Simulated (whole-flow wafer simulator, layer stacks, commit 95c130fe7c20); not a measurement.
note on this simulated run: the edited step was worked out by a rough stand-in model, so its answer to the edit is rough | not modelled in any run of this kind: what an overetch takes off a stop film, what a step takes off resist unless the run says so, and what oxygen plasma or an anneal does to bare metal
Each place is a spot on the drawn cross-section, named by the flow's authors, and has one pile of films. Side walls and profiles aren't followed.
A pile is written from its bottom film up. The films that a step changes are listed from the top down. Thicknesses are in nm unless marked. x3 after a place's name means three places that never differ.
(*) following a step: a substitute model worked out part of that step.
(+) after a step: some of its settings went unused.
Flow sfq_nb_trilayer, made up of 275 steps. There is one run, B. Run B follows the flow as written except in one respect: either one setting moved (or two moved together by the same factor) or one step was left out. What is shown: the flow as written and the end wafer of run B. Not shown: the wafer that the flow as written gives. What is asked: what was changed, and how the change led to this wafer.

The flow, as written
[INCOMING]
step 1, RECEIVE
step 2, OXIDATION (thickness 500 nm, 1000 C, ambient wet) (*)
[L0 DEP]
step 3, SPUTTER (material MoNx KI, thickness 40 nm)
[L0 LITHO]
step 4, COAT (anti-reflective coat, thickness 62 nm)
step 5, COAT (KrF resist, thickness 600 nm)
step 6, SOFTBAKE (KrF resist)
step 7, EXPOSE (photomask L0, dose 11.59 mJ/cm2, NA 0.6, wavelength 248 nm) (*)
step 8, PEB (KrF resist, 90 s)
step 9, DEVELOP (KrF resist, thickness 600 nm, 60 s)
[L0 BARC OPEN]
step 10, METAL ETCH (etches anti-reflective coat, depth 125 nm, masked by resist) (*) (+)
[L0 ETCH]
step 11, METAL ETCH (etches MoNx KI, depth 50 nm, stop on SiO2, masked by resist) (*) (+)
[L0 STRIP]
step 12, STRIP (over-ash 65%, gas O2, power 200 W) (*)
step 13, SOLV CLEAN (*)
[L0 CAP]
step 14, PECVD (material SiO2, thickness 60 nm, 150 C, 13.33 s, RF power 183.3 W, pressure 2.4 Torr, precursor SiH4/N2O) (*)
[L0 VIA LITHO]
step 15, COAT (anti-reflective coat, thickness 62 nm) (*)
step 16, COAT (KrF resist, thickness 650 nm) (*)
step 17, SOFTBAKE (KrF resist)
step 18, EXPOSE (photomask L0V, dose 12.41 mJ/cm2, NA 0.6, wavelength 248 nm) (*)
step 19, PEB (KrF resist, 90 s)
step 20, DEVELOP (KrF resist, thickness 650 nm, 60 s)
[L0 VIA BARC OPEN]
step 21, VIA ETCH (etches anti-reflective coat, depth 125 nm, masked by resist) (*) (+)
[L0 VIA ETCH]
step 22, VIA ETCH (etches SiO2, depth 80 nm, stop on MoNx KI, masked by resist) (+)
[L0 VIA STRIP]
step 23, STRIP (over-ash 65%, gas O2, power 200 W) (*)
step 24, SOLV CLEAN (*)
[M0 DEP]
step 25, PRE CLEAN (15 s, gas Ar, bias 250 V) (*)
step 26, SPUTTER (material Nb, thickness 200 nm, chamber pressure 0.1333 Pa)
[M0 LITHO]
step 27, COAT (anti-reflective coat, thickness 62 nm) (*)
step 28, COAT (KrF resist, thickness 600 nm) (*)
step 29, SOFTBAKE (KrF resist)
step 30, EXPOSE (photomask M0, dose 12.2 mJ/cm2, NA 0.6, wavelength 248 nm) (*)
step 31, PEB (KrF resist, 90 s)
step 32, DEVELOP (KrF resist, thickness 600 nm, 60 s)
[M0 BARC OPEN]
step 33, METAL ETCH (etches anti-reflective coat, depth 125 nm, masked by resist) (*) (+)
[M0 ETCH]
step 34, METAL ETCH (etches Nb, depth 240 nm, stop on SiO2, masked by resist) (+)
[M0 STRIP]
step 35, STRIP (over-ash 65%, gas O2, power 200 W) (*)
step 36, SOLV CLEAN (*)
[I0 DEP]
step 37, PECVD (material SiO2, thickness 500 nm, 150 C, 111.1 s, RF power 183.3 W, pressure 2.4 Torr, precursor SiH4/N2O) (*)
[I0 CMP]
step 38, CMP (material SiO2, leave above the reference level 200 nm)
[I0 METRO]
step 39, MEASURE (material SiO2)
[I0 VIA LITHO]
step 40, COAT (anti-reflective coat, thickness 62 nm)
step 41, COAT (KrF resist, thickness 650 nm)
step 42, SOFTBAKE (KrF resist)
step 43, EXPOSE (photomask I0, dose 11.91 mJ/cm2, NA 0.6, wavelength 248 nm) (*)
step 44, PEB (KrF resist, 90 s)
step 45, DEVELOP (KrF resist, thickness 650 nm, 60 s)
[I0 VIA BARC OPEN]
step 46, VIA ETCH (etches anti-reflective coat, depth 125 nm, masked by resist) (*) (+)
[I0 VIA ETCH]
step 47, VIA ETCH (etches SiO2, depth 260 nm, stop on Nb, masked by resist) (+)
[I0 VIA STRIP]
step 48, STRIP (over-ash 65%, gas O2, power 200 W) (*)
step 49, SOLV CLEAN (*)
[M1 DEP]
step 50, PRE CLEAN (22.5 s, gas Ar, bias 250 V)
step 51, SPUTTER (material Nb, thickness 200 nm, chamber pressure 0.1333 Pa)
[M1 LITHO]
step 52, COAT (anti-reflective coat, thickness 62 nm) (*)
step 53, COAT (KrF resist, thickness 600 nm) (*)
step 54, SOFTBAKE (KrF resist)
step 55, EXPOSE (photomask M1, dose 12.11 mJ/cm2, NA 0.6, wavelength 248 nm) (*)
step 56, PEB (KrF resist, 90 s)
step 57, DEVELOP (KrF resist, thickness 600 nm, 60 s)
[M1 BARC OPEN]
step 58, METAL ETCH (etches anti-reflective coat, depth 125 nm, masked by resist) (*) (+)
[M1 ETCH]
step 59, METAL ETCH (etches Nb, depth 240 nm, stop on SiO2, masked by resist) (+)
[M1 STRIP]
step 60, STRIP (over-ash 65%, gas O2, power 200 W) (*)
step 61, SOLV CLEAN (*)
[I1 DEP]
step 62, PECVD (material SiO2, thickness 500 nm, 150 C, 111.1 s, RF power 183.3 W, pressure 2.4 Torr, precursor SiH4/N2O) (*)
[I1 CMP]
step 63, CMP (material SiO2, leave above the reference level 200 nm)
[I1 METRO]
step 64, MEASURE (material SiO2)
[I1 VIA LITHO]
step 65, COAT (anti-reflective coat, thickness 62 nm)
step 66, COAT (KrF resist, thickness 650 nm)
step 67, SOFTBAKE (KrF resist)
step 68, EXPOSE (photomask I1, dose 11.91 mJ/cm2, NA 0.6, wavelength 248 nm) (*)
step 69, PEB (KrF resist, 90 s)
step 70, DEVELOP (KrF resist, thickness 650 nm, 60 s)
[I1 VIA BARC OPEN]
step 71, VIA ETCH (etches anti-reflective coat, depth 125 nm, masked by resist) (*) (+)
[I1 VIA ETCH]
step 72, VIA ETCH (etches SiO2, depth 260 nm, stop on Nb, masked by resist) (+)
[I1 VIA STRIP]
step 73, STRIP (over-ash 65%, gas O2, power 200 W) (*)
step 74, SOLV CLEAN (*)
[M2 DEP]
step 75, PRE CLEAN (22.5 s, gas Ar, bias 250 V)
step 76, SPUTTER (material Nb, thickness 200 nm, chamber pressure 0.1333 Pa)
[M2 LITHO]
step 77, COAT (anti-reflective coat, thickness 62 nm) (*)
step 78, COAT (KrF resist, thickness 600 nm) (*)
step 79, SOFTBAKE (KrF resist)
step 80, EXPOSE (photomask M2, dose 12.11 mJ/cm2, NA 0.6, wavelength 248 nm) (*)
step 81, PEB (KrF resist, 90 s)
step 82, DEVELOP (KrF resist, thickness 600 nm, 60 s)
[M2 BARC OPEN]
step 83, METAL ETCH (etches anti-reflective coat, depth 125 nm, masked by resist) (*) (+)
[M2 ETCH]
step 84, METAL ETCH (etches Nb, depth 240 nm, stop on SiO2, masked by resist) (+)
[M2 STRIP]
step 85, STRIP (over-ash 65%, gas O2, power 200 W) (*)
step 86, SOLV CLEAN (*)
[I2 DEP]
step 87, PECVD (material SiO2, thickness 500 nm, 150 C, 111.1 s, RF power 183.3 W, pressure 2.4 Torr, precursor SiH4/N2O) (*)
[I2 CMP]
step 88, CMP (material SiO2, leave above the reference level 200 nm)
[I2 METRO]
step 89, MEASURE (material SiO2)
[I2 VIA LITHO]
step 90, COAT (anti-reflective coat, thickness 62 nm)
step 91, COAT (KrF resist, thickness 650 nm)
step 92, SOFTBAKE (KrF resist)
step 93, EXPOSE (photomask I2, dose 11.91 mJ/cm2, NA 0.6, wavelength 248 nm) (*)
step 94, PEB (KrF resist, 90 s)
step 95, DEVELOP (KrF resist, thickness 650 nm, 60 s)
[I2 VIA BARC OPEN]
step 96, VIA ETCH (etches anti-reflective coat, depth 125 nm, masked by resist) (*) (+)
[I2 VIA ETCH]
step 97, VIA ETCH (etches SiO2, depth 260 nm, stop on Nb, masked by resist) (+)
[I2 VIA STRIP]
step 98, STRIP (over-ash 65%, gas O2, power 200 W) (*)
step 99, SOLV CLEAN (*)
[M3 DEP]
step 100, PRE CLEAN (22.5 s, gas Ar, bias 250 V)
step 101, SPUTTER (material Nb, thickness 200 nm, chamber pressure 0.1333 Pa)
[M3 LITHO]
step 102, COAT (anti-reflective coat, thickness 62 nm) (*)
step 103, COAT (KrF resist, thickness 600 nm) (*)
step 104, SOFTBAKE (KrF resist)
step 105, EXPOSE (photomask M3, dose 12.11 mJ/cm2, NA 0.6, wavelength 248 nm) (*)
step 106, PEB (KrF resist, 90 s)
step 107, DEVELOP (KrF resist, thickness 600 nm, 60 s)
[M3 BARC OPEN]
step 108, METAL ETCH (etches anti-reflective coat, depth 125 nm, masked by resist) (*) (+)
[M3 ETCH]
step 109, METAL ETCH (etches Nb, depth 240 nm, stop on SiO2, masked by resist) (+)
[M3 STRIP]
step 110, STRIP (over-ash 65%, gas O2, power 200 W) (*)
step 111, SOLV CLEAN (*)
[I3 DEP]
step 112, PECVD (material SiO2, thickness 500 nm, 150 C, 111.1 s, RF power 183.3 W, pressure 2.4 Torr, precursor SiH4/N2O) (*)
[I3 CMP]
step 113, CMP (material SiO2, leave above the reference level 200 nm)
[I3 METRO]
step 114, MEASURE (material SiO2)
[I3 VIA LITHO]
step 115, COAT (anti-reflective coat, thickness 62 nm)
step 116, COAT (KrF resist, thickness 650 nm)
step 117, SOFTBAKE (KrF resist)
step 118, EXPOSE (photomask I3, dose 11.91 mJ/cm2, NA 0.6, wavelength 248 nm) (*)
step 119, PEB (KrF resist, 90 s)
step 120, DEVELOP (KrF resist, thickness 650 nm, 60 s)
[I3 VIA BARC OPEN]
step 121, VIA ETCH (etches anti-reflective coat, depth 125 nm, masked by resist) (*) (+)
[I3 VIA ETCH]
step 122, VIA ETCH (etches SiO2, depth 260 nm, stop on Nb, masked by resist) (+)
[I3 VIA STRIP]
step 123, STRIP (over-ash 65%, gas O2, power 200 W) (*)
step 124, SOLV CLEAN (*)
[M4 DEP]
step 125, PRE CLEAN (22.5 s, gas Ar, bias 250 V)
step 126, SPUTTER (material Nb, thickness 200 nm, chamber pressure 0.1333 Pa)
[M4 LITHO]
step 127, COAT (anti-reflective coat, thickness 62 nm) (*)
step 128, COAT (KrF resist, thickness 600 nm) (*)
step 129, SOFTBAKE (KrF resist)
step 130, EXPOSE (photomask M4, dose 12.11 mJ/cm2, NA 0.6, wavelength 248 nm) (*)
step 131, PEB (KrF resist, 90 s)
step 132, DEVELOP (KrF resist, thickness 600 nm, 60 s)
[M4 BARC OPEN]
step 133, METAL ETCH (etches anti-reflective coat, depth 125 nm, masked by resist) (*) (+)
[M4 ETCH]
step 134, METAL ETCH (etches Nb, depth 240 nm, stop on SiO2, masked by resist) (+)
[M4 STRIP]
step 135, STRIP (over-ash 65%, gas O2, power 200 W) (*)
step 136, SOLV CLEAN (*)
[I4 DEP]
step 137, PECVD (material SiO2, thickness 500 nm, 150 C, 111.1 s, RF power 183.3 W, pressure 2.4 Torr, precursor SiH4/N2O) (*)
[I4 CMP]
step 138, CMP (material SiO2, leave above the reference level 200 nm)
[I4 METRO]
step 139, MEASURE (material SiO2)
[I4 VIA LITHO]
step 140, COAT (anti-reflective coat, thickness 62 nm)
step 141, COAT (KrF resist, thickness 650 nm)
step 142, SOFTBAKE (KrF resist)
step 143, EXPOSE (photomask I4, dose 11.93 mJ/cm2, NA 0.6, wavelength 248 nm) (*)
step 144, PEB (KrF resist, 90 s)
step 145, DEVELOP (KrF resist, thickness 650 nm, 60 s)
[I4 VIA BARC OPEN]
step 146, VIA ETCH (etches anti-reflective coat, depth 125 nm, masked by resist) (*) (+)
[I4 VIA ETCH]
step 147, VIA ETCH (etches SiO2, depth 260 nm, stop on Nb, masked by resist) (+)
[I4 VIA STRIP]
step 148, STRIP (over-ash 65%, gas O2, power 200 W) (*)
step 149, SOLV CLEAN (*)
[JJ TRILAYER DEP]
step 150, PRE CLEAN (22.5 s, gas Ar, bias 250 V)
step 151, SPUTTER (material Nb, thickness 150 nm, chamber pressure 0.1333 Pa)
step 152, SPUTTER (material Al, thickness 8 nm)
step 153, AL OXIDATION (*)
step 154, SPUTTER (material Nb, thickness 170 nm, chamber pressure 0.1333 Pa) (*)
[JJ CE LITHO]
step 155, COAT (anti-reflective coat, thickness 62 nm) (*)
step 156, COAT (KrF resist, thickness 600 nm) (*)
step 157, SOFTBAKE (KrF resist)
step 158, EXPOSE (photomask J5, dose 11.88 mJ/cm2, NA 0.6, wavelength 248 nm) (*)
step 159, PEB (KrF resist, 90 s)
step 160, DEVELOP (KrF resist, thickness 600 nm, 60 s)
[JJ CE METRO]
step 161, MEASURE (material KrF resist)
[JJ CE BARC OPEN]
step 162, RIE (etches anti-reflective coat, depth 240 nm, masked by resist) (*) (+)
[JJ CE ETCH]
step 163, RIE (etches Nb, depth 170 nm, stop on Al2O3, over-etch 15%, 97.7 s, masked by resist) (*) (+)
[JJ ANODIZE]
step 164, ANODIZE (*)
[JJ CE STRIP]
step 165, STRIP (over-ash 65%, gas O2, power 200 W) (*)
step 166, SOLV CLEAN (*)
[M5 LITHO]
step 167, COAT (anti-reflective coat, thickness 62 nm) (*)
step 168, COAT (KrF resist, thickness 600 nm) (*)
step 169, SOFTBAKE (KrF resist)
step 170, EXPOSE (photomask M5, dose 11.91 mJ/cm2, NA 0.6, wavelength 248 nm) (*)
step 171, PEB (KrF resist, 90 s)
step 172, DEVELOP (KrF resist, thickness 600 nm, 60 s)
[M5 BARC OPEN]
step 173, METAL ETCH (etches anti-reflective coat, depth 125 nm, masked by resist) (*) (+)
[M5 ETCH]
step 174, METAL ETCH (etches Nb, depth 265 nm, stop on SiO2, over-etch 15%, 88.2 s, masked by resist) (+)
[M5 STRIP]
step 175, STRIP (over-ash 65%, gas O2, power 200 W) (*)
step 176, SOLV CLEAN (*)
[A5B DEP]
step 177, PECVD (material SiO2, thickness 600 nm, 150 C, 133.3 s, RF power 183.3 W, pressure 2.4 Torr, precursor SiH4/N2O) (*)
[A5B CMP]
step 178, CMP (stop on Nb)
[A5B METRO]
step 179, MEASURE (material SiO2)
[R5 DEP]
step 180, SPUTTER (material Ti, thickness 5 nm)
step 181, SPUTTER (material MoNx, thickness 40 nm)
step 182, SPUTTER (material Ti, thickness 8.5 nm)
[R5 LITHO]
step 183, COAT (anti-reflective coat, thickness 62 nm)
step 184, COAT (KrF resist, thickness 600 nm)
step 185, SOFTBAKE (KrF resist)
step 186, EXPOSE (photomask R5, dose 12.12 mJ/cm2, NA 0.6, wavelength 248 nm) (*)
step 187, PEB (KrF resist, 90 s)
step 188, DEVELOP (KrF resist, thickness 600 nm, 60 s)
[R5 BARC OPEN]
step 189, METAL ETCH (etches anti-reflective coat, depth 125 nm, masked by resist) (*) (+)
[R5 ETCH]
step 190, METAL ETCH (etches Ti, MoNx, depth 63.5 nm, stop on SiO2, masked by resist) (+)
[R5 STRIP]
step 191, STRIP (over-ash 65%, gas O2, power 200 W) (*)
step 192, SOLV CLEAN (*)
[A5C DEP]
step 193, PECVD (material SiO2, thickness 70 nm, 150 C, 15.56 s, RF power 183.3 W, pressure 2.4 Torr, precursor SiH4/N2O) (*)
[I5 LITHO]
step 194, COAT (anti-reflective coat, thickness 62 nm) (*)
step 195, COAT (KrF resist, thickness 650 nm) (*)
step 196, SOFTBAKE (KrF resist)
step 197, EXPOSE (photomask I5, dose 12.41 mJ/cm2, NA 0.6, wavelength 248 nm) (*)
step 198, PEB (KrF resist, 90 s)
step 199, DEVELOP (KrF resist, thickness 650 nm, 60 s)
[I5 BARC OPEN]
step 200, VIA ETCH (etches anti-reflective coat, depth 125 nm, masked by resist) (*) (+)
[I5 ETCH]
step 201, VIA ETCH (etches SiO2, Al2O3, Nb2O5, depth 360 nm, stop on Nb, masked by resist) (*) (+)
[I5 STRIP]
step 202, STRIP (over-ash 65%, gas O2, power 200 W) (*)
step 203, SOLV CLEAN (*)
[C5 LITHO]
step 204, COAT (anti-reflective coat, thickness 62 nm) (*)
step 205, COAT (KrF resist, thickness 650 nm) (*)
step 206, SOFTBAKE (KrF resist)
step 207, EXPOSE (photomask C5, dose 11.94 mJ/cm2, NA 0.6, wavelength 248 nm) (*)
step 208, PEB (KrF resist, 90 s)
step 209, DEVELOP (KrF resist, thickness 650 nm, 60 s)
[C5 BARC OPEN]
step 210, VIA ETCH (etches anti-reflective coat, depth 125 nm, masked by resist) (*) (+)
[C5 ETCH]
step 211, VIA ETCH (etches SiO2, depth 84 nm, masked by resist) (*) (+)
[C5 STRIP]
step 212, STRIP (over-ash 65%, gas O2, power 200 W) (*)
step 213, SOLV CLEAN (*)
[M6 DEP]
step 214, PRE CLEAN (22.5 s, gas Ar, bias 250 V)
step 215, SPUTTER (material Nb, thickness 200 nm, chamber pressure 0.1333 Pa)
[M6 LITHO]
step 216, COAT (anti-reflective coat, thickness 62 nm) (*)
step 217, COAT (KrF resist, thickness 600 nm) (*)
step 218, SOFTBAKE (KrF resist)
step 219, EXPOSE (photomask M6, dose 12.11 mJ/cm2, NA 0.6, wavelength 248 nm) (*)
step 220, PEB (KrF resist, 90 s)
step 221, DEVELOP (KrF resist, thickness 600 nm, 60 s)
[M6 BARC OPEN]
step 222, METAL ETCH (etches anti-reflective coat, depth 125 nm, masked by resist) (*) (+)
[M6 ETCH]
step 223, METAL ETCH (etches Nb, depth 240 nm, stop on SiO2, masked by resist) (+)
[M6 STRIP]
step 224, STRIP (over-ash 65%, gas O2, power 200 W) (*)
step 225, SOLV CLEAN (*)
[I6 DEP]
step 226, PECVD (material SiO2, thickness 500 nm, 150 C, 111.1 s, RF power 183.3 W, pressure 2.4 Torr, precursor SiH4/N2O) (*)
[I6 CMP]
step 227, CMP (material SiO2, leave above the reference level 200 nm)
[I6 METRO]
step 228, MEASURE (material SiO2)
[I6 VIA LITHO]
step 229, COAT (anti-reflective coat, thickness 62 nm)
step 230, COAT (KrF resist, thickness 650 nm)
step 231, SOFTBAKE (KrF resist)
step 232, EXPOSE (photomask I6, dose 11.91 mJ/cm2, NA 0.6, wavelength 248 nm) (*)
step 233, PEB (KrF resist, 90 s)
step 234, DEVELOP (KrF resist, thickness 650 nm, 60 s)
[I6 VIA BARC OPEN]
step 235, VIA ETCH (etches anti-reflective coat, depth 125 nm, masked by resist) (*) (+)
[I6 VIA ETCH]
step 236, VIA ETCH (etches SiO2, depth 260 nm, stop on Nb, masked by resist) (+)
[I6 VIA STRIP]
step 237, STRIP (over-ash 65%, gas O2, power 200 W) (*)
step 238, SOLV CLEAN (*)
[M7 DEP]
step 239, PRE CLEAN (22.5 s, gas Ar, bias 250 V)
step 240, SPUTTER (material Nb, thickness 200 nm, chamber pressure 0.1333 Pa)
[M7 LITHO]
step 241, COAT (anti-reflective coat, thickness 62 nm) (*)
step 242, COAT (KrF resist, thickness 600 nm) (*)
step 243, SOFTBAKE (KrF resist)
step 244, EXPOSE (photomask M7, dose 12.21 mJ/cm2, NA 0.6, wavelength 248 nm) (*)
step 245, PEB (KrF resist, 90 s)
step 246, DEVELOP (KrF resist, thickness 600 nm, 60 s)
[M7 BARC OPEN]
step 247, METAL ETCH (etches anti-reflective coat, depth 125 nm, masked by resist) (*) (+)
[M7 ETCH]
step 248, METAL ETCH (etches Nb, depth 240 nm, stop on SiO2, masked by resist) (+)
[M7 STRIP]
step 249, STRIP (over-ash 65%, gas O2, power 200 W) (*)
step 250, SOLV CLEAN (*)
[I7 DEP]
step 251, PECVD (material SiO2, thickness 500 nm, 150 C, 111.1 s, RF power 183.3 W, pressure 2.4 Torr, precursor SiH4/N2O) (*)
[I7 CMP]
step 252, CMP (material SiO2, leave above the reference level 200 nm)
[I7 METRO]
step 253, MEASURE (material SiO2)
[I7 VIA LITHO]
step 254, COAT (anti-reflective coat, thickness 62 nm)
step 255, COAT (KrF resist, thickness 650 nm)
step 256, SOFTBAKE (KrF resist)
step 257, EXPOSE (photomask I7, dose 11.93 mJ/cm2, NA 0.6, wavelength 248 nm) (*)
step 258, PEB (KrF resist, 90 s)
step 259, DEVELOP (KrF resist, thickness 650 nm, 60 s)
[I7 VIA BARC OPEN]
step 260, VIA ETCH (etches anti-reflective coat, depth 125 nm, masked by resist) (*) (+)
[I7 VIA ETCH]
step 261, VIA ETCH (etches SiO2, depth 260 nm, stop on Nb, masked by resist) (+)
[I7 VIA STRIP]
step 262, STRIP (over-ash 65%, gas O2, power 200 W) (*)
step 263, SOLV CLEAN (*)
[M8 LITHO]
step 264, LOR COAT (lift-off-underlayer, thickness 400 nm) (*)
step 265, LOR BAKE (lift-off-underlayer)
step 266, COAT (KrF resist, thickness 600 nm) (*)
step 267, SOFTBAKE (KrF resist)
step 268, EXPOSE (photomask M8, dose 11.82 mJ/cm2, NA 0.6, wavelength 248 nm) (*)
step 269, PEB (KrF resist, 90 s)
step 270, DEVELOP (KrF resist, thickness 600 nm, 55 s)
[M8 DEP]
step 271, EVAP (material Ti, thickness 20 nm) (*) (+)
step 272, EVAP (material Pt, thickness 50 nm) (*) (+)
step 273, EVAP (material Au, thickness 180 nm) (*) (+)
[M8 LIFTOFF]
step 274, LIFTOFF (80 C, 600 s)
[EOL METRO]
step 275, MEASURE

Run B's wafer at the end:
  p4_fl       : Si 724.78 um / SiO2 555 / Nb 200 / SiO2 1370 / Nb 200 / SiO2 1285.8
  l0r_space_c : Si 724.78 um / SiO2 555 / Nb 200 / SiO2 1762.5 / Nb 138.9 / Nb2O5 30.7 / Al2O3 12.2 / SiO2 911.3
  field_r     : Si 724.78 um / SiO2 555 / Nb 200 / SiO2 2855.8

The reason: step 154, SPUTTER: thickness 79.9 nm was run, though the flow has thickness 170 nm.

How this came from the change, step by step:
  step 154, SPUTTER (material Nb, thickness 170 nm, chamber pressure 0.1333 Pa) (*)
      field_l, v_sur, via_sp and 100 more: Nb gains 79.9 (new film) (as written it would have been: Nb gains 170 (new film))
      via_wl, via_wr: Nb gains 66 (new film) (as written it would have been: Nb gains 140.7 (new film))
      (also at 1 further place)
  step 155, COAT (anti-reflective coat, thickness 62 nm) (*)
      via_wl, via_wr: anti-reflective coat gains 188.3 (new film) (as written it would have been: anti-reflective coat gains 209.4 (new film))
      via_w: anti-reflective coat gains 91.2 (new film) (as written it would have been: anti-reflective coat gains 97.4 (new film))
  step 162, RIE (etches anti-reflective coat, depth 240 nm, masked by resist) (*) (+)
      ce_l, c5j, ce_r, wl_jj: KrF resist loses 188.3 (as written it would have been: KrF resist loses 209.4)
      via_wl, via_wr: anti-reflective coat loses 188.3 (all of it) (as written it would have been: anti-reflective coat loses 209.4 (all of it))
      (also at 1 further place)
  step 163, RIE (etches Nb, depth 170 nm, stop on Al2O3, over-etch 15%, 97.7 s, masked by resist) (*) (+)
      field_l, v_sur, via_sp and 96 more: Nb loses 79.9 (all of it), Al2O3 loses 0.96 (all of it) (as written it would have been: Nb loses 170 (all of it), Al2O3 loses 0.51)
      via_wl, via_wr: Nb loses 66 (all of it), Al2O3 loses 0.96 (all of it) (as written it would have been: Nb loses 140.7 (all of it), Al2O3 loses 0.96 (all of it))
      (also at 1 further place)
  step 164, ANODIZE (*)
      field_l, v_sur, via_sp and 96 more: Al2O3 gains 12.2 (new film), Nb2O5 gains 30.7 (new film), Al loses 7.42 (all of it), Nb loses 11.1 (as written it would have been: Al2O3 gains 12.2, Nb2O5 gains 29.9 (new film), Al loses 7.42 (all of it), Nb loses 10.8)
  step 165, STRIP (over-ash 65%, gas O2, power 200 W) (*)
      c5j, ce_r: KrF resist loses 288 (all of it), anti-reflective coat loses 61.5 (all of it) (as written it would have been: KrF resist loses 266.9 (all of it), anti-reflective coat loses 61.5 (all of it))
      ce_l: KrF resist loses 287.9 (all of it), anti-reflective coat loses 61.5 (all of it) (as written it would have been: KrF resist loses 266.8 (all of it), anti-reflective coat loses 61.4 (all of it))
      (also at 1 further place)
  step 167, COAT (anti-reflective coat, thickness 62 nm) (*)
      wl_j_sl, wl_j_sr: anti-reflective coat gains 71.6 (new film) (as written it would have been: anti-reflective coat gains 83.3 (new film))
      gap: anti-reflective coat gains 61.3 (new film) (as written it would have been: anti-reflective coat gains 58.9 (new film))
      (also at 8 further places)
  step 168, COAT (KrF resist, thickness 600 nm) (*)
      ce_l: KrF resist gains 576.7 (new film) (as written it would have been: KrF resist gains 528.3 (new film))
      c5j: KrF resist gains 565.3 (new film) (as written it would have been: KrF resist gains 507.6 (new film))
      (also at 2 further places)
  step 173, METAL ETCH (etches anti-reflective coat, depth 125 nm, masked by resist) (*) (+)
      wl_a_sl: anti-reflective coat loses 62 (all of it) (as written it would have been: anti-reflective coat loses 59.7 (all of it), Al2O3 loses 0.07)
  step 174, METAL ETCH (etches Nb, depth 265 nm, stop on SiO2, over-etch 15%, 88.2 s, masked by resist) (+)
      field_l, r_sur, res and 50 more: Al2O3 loses 12.2 (all of it), Nb2O5 loses 30.7 (all of it), Nb loses 138.9 (all of it), SiO2 loses 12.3 (as written it would have been: Al2O3 loses 12.6 (all of it), Nb2O5 loses 29.9 (all of it), Nb loses 139.2 (all of it), SiO2 loses 12.3)
  step 175, STRIP (over-ash 65%, gas O2, power 200 W) (*)
      wl_j_sl, wl_j_sr: KrF resist loses 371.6 (all of it), anti-reflective coat loses 71.6 (all of it) (as written it would have been: KrF resist loses 378 (all of it), anti-reflective coat loses 83.3 (all of it))
      gap: KrF resist loses 373.5 (all of it), anti-reflective coat loses 61.3 (all of it) (as written it would have been: KrF resist loses 383.4 (all of it), anti-reflective coat loses 58.9 (all of it))
      (also at 7 further places)
  step 178, CMP (stop on Nb)
      v_sur, via_sp, via_v and 43 more: SiO2 loses 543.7 (as written it would have been: SiO2 loses 453.5)
      field_l, p4_fl, p4_fm and 39 more: SiO2 loses 349.4 (as written it would have been: SiO2 loses 259.3)
      (also at 14 further places)
  step 201, VIA ETCH (etches SiO2, Al2O3, Nb2O5, depth 360 nm, stop on Nb, masked by resist) (*) (+)
      be: SiO2 loses 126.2 (all of it), Al2O3 loses 12.2 (all of it), Nb2O5 loses 30.7 (all of it) (as written it would have been: SiO2 loses 216.4 (all of it), Al2O3 loses 12.7 (all of it), Nb2O5 loses 29.9 (all of it))
  step 204, COAT (anti-reflective coat, thickness 62 nm) (*)
      wire: anti-reflective coat gains 50 (new film) (as written it would have been: anti-reflective coat gains 47.4 (new film))
      be: anti-reflective coat gains 108.9 (new film) (as written it would have been: anti-reflective coat gains 122.2 (new film))
      (also at 1 further place)
  step 205, COAT (KrF resist, thickness 650 nm) (*)
      be: KrF resist gains 751 (new film) (as written it would have been: KrF resist gains 815.3 (new film))
  step 212, STRIP (over-ash 65%, gas O2, power 200 W) (*)
      wire: KrF resist loses 560.9 (all of it), anti-reflective coat loses 50 (all of it) (as written it would have been: KrF resist loses 555.8 (all of it), anti-reflective coat loses 47.4 (all of it))
      be: KrF resist loses 663.9 (all of it), anti-reflective coat loses 108.9 (all of it) (as written it would have been: KrF resist loses 728.2 (all of it), anti-reflective coat loses 122.2 (all of it))
      (also at 1 further place)
  ... another 5 steps ...
  step 227, CMP (material SiO2, leave above the reference level 200 nm)
      be: SiO2 loses 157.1 (as written it would have been: SiO2 loses 182.7)
